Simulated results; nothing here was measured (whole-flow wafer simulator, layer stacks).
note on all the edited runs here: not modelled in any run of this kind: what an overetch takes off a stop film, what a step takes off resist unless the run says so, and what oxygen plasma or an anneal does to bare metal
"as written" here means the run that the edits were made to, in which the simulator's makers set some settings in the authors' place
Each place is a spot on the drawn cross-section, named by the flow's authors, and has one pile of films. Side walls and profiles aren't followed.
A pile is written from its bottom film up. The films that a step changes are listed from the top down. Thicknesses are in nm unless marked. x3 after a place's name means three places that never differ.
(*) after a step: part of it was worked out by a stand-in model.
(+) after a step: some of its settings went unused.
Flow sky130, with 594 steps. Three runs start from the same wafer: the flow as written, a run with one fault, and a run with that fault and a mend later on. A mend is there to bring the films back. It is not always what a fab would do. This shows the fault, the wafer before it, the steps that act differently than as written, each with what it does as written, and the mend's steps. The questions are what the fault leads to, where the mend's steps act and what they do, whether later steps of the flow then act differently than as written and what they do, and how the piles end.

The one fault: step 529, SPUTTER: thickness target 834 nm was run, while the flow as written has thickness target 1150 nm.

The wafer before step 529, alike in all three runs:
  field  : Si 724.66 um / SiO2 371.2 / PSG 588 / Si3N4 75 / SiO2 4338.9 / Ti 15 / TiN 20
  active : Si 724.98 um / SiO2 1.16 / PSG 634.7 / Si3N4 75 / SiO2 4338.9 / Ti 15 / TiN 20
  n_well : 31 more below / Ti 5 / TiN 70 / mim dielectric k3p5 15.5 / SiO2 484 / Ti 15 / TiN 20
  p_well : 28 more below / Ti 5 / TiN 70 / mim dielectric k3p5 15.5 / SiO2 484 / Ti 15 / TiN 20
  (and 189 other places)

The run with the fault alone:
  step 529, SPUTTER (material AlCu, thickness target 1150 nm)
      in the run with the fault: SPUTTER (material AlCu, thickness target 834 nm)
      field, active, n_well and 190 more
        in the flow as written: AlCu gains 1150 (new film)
        in the run with the fault: AlCu gains 834 (new film)
  Steps further on in the flow that do not act as written (3 more steps, not shown, differ only slightly: by at most 2% or 0.5 nm, whichever is larger):
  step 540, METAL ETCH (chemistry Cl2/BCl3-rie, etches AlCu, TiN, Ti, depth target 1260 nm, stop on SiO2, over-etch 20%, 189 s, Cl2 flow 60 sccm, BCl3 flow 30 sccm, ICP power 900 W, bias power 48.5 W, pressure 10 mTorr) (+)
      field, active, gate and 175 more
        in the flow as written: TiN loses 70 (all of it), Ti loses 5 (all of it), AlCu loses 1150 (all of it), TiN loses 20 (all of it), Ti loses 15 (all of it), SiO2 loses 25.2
        in the run with the fault: TiN loses 70 (all of it), Ti loses 5 (all of it), AlCu loses 834 (all of it), TiN loses 20 (all of it), Ti loses 15 (all of it), SiO2 loses 56.8
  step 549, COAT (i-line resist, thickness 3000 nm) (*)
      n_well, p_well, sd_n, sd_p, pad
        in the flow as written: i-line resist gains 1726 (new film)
        in the run with the fault: i-line resist gains 2008.1 (new film)
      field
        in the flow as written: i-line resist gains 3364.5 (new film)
        in the run with the fault: i-line resist gains 3281 (new film)
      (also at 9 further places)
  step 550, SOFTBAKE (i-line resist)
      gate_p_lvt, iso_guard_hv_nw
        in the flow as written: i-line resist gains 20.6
        in the run with the fault: i-line resist gains 14.9
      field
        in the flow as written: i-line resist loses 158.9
        in the run with the fault: i-line resist loses 128.4
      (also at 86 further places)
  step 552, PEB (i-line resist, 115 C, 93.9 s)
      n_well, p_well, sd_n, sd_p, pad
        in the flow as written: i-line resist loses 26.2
        in the run with the fault: i-line resist loses 31
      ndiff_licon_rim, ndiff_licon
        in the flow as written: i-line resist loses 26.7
        in the run with the fault: i-line resist loses 31.4
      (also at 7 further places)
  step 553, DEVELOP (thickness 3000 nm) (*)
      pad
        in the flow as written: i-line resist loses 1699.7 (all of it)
        in the run with the fault: i-line resist loses 1977.1 (all of it)
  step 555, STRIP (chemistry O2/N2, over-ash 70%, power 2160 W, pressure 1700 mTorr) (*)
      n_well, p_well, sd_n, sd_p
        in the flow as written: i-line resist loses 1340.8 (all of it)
        in the run with the fault: i-line resist loses 1618.2 (all of it)
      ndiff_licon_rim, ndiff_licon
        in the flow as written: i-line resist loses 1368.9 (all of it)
        in the run with the fault: i-line resist loses 1639 (all of it)
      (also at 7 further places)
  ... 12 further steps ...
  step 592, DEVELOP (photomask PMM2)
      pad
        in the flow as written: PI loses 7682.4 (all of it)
        in the run with the fault: PI loses 7966.8 (all of it)
  By the end, the piles at n_well, p_well, gate_hv and 102 more depart from the flow's by more than 2% or 0.5 nm, whichever is larger.
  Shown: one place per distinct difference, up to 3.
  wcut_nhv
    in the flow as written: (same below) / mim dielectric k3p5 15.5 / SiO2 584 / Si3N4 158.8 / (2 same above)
    in the run with the fault: (same below) / mim dielectric k3p5 15.5 / SiO2 552.4 / Si3N4 158.8 / (2 same above)
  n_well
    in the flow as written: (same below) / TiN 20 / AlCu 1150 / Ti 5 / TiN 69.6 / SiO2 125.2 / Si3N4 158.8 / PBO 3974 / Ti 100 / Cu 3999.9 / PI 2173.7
    in the run with the fault: (same below) / TiN 20 / AlCu 834 / Ti 5 / TiN 69.6 / SiO2 125.2 / Si3N4 158.8 / PBO 4201.1 / Ti 100 / Cu 3999.9 / PI 2210.9
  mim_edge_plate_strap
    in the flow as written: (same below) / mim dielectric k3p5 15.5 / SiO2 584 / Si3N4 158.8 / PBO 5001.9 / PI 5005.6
    in the run with the fault: (same below) / mim dielectric k3p5 15.5 / SiO2 552.4 / Si3N4 158.8 / PBO 5001.4 / PI 5005.9

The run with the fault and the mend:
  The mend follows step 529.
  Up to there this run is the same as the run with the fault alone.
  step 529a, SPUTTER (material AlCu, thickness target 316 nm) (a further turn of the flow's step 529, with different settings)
      field, active, n_well and 190 more
        AlCu gains 316
  Later steps of the flow that are run all act as written at every place that is followed.
  The piles end the same as the flow's at every place that both follow.
